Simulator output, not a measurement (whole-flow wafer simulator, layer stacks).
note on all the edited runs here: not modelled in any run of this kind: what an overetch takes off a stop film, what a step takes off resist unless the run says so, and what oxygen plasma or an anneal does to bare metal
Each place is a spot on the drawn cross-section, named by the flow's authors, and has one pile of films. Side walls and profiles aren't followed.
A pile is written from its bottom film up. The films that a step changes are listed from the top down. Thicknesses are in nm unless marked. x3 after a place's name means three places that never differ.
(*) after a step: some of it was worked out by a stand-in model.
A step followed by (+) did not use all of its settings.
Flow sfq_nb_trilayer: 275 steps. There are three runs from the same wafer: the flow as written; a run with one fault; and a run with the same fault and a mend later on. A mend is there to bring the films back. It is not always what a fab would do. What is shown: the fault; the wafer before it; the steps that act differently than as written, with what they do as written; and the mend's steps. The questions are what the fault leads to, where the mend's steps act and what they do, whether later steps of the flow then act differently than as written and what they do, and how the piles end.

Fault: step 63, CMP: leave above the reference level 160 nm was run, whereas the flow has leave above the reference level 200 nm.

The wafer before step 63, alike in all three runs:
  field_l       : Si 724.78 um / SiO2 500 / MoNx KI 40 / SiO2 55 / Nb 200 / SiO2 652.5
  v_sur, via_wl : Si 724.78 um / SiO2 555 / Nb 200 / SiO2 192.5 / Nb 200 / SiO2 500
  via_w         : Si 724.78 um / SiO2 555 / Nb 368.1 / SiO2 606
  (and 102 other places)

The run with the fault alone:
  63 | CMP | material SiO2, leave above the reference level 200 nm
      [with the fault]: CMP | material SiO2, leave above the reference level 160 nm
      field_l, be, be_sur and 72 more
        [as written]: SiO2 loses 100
        [with the fault]: SiO2 loses 140
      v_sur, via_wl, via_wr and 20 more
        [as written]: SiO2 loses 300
        [with the fault]: SiO2 loses 340
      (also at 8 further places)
  Steps further on in the flow that do not act as written (not shown: 4 more steps that differ only slightly, by at most 2% or 0.5 nm, whichever is larger):
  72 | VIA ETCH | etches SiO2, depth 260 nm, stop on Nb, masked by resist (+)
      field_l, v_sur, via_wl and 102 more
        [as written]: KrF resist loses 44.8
        [with the fault]: KrF resist loses 41.3
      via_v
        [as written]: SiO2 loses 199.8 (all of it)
        [with the fault]: SiO2 loses 159.8 (all of it)
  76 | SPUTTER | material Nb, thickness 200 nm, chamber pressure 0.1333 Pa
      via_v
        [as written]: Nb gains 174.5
        [with the fault]: Nb gains 182.7
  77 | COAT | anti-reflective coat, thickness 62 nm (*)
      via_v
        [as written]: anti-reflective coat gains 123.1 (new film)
        [with the fault]: anti-reflective coat gains 113.1 (new film)
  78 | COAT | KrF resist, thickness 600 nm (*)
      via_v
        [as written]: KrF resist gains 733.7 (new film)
        [with the fault]: KrF resist gains 701.7 (new film)
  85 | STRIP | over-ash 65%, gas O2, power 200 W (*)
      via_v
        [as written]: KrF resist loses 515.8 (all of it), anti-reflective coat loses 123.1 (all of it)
        [with the fault]: KrF resist loses 483.8 (all of it), anti-reflective coat loses 113.1 (all of it)
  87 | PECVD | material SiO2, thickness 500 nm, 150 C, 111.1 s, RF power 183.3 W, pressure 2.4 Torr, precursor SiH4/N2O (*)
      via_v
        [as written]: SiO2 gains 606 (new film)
        [with the fault]: SiO2 gains 533.3 (new film)
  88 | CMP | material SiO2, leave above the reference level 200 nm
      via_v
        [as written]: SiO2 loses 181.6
        [with the fault]: SiO2 loses 157.1
  At v_sur, via_wl, via_w and 74 more, the piles at the end differ from the flow's by more than 2% or 0.5 nm, whichever is larger.
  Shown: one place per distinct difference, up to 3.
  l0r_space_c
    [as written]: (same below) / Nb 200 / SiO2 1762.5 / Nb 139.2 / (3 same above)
    [with the fault]: (same below) / Nb 200 / SiO2 1722.5 / Nb 139.2 / (3 same above)
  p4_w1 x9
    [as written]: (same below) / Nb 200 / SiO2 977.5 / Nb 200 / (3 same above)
    [with the fault]: (same below) / Nb 200 / SiO2 937.5 / Nb 200 / (3 same above)
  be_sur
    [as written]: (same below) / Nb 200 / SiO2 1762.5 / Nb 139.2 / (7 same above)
    [with the fault]: (same below) / Nb 200 / SiO2 1722.5 / Nb 139.2 / (7 same above)

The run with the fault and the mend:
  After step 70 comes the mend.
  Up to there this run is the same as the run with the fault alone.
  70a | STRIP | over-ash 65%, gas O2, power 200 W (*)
      field_l, v_sur, via_wl and 102 more
        KrF resist loses 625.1 (all of it), anti-reflective coat loses 62 (all of it)
      via_v
        anti-reflective coat loses 62 (all of it)
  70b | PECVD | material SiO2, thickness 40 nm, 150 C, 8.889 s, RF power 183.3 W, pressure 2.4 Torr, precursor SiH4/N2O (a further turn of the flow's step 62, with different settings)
      field_l, v_sur, via_wl and 103 more
        SiO2 gains 40
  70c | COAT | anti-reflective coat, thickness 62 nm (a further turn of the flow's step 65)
      field_l, v_sur, via_wl and 103 more
        anti-reflective coat gains 62 (new film)
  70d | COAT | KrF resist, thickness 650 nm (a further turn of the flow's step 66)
      field_l, v_sur, via_wl and 103 more
        KrF resist gains 650 (new film)
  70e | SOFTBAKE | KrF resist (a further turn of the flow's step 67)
      alters no film at any place that is followed
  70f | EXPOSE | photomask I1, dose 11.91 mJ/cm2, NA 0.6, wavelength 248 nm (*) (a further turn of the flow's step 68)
      alters no film at any place that is followed
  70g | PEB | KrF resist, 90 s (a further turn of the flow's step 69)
      field_l, v_sur, via_wl and 103 more
        KrF resist loses 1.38
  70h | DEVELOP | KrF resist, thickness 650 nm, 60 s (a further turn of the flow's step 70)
      field_l, v_sur, via_wl and 102 more
        KrF resist loses 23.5
      via_v
        KrF resist loses 648.6 (all of it)
  Every later step of the flow that is run acts as written at every place that is followed.
  At every place that both follow, the piles at the end match the flow's.
